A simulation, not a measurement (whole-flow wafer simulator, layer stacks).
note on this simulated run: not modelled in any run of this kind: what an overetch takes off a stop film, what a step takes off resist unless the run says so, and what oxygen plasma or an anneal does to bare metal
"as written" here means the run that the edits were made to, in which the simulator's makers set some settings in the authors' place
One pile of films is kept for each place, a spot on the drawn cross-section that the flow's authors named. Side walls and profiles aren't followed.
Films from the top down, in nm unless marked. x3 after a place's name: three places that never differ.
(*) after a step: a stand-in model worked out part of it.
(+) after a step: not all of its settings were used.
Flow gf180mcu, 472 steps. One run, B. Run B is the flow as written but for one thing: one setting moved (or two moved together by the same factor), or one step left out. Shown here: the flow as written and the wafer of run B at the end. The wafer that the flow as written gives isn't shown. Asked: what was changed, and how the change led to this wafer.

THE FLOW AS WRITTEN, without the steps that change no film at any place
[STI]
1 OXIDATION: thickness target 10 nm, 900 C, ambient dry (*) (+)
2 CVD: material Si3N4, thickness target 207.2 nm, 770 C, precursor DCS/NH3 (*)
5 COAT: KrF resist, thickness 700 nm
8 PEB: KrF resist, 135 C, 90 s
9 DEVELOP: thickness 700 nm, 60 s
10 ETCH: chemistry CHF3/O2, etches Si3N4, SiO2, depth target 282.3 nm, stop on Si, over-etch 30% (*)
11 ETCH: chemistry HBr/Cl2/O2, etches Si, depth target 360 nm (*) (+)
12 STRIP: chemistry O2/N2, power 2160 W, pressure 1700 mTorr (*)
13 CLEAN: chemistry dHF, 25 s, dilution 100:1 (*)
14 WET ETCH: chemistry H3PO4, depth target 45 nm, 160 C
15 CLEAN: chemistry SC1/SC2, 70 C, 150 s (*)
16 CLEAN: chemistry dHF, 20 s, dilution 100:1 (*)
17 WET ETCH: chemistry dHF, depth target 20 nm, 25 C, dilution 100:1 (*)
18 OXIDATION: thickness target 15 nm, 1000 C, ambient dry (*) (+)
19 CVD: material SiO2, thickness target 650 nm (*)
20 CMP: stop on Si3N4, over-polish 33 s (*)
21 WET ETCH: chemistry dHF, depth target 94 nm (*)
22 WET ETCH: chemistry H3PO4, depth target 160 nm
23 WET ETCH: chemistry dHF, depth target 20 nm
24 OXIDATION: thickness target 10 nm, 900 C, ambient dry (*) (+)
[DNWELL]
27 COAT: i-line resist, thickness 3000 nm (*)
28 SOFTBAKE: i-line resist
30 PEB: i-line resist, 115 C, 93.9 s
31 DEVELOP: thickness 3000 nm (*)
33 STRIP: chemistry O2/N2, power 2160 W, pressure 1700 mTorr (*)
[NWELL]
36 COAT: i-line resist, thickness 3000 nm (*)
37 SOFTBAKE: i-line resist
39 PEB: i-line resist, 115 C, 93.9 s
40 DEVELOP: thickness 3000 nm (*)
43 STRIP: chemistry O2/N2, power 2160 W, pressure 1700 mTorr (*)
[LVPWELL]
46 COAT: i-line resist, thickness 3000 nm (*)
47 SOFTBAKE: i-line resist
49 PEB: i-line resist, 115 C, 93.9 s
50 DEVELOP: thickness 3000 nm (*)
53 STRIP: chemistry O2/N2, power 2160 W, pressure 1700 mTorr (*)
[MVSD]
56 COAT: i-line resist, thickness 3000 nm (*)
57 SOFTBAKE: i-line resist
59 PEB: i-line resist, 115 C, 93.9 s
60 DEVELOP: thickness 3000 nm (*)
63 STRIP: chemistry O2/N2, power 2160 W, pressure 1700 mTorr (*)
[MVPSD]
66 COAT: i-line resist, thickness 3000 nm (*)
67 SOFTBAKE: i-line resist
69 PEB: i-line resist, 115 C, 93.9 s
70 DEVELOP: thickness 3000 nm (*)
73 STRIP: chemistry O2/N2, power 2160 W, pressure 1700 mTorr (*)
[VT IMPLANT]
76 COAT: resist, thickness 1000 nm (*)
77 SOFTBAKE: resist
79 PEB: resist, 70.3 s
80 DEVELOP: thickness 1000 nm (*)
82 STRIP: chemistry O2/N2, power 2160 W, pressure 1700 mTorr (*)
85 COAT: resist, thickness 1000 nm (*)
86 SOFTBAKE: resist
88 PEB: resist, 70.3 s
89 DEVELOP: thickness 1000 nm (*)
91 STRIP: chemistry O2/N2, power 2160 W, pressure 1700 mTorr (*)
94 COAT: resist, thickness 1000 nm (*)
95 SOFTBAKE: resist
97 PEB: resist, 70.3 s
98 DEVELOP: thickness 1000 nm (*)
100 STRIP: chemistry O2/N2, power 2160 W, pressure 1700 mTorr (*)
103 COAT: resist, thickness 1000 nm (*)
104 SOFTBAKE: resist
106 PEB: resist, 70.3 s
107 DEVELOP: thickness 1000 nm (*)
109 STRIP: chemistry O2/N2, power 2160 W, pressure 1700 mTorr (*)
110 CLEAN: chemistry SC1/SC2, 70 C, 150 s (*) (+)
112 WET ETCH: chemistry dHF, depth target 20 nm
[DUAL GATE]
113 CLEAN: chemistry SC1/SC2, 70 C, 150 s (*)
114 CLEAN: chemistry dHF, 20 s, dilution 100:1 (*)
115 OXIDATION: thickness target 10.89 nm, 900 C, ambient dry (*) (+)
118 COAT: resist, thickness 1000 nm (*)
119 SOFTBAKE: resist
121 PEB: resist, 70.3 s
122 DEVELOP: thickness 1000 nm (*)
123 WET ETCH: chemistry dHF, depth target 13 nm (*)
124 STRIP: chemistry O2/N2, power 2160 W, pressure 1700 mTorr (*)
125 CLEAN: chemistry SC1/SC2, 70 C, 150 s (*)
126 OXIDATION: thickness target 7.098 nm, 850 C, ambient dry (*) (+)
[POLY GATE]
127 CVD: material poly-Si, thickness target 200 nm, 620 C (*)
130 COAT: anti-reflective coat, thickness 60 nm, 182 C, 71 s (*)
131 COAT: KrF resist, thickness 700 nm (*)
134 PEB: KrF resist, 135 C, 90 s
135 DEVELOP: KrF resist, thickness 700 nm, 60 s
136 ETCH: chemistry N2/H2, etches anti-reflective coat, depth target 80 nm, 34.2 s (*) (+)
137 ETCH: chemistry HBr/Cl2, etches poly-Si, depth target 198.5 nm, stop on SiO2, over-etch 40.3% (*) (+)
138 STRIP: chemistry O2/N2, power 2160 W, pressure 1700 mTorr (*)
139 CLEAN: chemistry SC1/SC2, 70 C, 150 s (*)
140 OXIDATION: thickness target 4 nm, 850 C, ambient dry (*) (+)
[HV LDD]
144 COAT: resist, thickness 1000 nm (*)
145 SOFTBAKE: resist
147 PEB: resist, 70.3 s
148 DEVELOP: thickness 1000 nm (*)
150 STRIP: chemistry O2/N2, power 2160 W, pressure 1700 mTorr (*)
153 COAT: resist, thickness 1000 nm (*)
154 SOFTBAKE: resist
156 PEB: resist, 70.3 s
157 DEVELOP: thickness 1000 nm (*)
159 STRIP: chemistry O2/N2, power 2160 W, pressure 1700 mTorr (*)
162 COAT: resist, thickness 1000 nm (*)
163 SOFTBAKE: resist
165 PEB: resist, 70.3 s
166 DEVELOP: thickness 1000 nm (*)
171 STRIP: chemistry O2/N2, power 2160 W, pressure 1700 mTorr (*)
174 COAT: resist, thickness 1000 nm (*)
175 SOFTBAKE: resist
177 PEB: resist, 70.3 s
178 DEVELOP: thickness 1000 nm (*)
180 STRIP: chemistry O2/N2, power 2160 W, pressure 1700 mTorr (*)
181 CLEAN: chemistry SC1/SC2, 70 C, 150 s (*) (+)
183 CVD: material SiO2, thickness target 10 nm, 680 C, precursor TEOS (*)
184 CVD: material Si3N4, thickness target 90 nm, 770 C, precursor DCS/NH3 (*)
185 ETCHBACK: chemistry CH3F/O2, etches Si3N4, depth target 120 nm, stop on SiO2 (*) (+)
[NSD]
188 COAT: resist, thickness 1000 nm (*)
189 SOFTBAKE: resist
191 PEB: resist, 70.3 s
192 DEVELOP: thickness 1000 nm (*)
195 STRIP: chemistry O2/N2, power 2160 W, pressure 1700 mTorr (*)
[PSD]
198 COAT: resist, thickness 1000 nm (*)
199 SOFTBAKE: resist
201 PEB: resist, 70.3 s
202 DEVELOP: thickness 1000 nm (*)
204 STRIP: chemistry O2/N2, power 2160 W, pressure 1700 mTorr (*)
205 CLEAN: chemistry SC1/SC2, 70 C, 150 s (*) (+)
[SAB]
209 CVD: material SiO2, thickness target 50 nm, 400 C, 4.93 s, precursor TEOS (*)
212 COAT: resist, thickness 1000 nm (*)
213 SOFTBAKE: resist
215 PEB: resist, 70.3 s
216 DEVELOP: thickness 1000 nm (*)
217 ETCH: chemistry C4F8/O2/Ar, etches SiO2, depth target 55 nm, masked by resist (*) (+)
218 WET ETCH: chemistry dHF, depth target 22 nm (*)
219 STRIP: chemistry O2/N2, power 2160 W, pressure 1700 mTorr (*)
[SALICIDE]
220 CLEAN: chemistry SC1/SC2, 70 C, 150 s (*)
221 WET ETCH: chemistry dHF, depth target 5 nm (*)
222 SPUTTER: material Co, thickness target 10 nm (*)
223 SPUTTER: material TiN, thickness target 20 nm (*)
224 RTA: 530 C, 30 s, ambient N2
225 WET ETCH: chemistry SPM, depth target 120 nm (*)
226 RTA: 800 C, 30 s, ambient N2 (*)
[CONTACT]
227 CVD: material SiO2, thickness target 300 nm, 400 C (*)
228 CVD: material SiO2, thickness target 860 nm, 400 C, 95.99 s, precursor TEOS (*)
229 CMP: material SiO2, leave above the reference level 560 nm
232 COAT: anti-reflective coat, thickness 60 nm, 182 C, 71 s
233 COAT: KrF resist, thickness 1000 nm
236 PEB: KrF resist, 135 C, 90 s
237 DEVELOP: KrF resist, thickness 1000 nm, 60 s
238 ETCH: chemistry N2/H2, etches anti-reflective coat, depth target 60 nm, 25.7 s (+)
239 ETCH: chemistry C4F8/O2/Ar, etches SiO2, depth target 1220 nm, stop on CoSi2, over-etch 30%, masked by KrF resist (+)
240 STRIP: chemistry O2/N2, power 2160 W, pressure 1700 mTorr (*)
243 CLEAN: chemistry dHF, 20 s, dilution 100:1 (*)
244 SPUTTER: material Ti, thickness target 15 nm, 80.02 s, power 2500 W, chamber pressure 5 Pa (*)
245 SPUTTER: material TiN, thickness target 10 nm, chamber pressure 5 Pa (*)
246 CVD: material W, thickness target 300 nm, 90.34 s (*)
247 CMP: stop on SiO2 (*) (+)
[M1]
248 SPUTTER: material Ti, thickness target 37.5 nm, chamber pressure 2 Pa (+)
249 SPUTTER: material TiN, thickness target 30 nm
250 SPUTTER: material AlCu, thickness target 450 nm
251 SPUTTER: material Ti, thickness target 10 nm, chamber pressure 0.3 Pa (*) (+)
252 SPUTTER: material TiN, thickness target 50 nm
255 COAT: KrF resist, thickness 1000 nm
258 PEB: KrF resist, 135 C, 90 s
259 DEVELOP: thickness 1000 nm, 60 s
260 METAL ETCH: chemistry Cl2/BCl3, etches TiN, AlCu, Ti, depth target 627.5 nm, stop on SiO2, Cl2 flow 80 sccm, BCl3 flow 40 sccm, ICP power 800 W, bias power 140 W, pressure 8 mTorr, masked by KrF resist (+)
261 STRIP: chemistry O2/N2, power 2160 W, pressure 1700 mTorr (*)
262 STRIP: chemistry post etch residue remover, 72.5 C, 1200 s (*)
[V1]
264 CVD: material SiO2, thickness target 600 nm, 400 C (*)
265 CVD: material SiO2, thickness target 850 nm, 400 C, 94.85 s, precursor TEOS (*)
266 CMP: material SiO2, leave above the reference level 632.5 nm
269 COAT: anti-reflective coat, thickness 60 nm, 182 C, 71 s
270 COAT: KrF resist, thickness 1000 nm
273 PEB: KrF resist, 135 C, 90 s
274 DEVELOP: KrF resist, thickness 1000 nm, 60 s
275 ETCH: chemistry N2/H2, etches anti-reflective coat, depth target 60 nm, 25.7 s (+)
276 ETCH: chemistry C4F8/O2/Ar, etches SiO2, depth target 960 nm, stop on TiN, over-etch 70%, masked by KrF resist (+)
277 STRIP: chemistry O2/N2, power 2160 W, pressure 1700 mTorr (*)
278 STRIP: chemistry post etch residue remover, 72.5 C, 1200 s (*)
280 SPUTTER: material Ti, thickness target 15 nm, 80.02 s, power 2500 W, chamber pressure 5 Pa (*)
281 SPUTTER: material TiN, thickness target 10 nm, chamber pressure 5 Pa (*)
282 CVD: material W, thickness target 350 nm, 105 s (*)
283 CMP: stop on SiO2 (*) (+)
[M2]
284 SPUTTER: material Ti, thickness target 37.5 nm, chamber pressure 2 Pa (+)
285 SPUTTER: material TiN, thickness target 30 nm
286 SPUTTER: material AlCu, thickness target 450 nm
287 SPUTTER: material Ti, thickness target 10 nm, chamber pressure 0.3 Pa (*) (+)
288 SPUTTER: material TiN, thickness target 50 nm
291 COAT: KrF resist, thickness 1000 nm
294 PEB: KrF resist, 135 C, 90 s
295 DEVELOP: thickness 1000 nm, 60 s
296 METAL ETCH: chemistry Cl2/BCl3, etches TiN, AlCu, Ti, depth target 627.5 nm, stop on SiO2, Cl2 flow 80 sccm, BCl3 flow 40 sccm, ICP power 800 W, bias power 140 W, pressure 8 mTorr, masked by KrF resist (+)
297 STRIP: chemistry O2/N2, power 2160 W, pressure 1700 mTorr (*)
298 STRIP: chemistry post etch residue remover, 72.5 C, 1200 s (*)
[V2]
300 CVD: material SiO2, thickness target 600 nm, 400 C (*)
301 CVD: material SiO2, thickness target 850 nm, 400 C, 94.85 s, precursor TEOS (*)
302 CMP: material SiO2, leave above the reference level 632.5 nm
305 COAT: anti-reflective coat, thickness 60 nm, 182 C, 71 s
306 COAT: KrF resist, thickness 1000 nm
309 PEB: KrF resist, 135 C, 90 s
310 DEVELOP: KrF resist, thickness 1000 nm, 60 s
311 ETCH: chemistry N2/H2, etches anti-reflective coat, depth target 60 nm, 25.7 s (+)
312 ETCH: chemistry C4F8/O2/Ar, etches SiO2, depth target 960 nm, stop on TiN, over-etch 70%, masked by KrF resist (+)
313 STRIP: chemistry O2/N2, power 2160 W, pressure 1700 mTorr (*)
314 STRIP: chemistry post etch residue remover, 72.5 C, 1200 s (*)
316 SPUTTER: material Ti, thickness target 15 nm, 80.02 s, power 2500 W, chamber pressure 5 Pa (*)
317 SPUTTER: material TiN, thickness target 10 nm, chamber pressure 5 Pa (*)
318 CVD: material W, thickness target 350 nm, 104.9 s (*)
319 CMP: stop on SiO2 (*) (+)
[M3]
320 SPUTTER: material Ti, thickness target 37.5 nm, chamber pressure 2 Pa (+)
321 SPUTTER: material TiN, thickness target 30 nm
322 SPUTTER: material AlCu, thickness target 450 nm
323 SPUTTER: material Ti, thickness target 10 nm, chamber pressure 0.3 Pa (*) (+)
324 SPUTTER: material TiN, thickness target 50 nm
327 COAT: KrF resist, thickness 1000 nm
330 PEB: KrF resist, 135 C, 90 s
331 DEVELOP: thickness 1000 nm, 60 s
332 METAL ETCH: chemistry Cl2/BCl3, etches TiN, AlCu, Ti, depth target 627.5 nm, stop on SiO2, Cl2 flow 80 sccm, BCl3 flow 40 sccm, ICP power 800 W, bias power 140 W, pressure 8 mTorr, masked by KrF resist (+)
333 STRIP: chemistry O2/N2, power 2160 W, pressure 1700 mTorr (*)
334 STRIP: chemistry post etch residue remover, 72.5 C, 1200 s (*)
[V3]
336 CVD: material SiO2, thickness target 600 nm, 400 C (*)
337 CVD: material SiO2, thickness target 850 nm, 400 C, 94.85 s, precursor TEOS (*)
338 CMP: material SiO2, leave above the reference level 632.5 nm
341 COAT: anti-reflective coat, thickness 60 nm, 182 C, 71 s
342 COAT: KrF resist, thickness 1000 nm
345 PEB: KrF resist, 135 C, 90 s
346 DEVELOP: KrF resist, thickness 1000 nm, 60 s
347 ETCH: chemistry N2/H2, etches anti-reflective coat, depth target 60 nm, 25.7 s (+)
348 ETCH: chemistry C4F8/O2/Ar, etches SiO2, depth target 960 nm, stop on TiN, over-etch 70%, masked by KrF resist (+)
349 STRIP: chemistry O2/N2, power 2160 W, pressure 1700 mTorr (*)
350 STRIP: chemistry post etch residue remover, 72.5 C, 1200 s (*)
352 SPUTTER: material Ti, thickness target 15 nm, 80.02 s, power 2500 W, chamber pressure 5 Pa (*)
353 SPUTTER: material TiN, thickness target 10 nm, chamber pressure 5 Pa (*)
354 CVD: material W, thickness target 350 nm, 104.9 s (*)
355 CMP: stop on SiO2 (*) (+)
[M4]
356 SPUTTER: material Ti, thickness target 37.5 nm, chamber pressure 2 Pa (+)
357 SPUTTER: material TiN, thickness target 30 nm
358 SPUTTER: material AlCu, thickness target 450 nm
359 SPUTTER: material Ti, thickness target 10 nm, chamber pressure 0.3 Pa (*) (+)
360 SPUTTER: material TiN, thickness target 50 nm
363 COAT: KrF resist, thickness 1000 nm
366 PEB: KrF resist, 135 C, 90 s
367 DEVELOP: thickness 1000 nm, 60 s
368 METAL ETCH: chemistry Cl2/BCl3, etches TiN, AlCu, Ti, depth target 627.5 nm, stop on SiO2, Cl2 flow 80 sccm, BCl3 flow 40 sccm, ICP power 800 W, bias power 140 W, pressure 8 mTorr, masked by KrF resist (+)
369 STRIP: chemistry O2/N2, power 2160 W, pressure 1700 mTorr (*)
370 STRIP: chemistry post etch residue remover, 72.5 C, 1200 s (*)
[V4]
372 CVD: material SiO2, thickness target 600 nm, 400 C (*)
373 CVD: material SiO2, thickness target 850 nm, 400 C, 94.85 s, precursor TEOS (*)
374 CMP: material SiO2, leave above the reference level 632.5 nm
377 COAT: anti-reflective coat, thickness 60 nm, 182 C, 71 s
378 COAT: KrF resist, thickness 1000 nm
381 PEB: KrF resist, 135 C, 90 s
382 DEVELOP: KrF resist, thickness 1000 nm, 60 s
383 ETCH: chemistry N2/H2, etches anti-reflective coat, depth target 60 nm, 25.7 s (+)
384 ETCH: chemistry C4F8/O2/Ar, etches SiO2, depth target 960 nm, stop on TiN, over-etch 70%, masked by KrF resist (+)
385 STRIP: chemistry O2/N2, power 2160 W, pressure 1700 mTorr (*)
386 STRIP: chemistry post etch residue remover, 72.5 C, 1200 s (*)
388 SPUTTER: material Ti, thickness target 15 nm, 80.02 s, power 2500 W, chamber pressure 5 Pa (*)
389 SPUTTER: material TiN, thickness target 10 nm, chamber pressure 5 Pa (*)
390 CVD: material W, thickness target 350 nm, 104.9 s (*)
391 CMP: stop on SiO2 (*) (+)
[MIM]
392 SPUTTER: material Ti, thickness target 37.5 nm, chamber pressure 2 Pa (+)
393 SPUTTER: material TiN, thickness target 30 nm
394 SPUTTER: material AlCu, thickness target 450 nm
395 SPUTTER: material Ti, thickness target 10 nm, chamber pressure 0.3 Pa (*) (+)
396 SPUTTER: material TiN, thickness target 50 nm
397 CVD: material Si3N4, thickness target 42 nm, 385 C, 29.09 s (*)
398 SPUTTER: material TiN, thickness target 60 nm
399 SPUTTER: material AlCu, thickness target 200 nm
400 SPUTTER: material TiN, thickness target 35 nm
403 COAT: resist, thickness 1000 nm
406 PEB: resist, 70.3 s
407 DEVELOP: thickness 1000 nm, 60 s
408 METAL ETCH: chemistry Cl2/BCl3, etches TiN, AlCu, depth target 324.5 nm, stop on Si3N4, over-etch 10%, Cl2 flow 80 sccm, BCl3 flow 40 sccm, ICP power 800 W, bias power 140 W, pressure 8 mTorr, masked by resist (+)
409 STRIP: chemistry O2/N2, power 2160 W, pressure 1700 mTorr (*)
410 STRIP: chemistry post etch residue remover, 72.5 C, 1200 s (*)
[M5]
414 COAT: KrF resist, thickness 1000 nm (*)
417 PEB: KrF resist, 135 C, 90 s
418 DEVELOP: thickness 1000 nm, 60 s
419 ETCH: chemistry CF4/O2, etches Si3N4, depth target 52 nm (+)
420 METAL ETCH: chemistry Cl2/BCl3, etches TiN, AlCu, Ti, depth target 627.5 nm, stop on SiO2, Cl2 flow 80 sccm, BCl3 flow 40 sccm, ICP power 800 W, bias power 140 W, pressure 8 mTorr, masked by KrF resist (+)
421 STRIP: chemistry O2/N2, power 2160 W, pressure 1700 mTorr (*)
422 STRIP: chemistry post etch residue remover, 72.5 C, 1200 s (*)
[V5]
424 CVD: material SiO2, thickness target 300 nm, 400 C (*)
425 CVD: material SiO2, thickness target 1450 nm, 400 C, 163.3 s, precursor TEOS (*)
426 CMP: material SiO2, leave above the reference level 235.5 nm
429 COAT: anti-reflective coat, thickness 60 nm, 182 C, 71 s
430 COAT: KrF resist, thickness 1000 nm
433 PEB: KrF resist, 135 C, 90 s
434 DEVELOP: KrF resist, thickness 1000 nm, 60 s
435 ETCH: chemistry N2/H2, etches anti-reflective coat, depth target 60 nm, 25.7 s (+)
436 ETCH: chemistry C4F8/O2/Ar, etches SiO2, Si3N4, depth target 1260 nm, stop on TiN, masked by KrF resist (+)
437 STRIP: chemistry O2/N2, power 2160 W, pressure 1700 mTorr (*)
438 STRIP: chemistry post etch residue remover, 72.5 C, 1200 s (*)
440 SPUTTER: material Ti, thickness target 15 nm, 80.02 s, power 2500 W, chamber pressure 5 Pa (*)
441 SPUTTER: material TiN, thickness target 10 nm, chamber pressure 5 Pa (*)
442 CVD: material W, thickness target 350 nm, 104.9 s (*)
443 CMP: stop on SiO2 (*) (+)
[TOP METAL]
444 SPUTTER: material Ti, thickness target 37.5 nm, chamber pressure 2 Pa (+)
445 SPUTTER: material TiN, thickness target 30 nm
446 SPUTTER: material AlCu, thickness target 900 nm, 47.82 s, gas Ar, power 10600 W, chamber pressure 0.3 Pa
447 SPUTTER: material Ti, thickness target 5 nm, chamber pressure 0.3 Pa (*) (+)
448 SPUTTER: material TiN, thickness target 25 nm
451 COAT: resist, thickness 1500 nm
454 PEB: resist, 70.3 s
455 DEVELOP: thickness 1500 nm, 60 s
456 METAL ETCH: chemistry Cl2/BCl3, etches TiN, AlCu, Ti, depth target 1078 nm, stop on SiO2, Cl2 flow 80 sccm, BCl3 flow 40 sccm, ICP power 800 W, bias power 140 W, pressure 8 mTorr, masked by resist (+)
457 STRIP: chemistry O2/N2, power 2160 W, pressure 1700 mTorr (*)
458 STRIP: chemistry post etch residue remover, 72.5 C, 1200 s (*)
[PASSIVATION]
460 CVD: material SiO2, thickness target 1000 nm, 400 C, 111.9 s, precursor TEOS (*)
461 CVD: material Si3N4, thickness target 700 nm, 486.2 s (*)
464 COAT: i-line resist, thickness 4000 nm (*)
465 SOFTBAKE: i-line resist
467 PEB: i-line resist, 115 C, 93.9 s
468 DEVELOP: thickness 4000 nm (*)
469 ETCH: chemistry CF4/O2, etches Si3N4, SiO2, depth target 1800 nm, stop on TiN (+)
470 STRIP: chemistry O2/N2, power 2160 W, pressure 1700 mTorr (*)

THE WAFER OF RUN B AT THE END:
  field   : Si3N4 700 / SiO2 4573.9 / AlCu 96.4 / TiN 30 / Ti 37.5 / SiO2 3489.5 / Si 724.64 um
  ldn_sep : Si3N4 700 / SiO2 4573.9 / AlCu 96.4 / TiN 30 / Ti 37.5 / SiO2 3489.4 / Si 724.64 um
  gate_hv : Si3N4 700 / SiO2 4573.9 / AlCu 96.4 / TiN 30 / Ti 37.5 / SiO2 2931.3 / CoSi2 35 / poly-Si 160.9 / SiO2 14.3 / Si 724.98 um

The cause: step 332, METAL ETCH: depth target 407.9 nm was run, where the flow has depth target 627.5 nm.

How the change led to this, step by step:
  332 METAL ETCH: chemistry Cl2/BCl3, etches TiN, AlCu, Ti, depth target 627.5 nm, stop on SiO2, Cl2 flow 80 sccm, BCl3 flow 40 sccm, ICP power 800 W, bias power 140 W, pressure 8 mTorr, masked by KrF resist (+)
      field, field__w1, field__w2 and 103 more: TiN -50 (all of it), Ti -10 (all of it), AlCu -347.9 (as written it would be: TiN -50 (all of it), Ti -10 (all of it), AlCu -450 (all of it), TiN -30 (all of it), Ti -37.5 (all of it))
      field__w8, contact, m1, m1__w1, m1_nw: KrF resist -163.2 (as written it would be: KrF resist -251)
  333 STRIP: chemistry O2/N2, power 2160 W, pressure 1700 mTorr (*)
      field__w8, contact, m1, m1__w1, m1_nw: KrF resist -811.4 (all of it) (as written it would be: KrF resist -723.5 (all of it))
  334 STRIP: chemistry post etch residue remover, 72.5 C, 1200 s (*)
      field, field__w1, field__w2 and 103 more: AlCu -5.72 (as written it would be: nothing)
  336 CVD: material SiO2, thickness target 600 nm, 400 C (*)
      field, field__w1, field__w2 and 103 more: SiO2 +600 (new film) (as written it would be: SiO2 +600)
  338 CMP: material SiO2, leave above the reference level 632.5 nm
      field, field__w1, field__w2 and 103 more: SiO2 -463.9 (as written it would be: SiO2 -300)
Counting metal films that touch as one body, field has 1 body; the flow as written gives 0 bodies.
Counting metal films that touch as one body, ldn_sep has 1 body; the flow as written gives 0 bodies.
Counting metal films that touch as one body, gate_hv has 2 bodies (between them, from the top down: SiO2 2931.3); the flow as written gives 1 body.
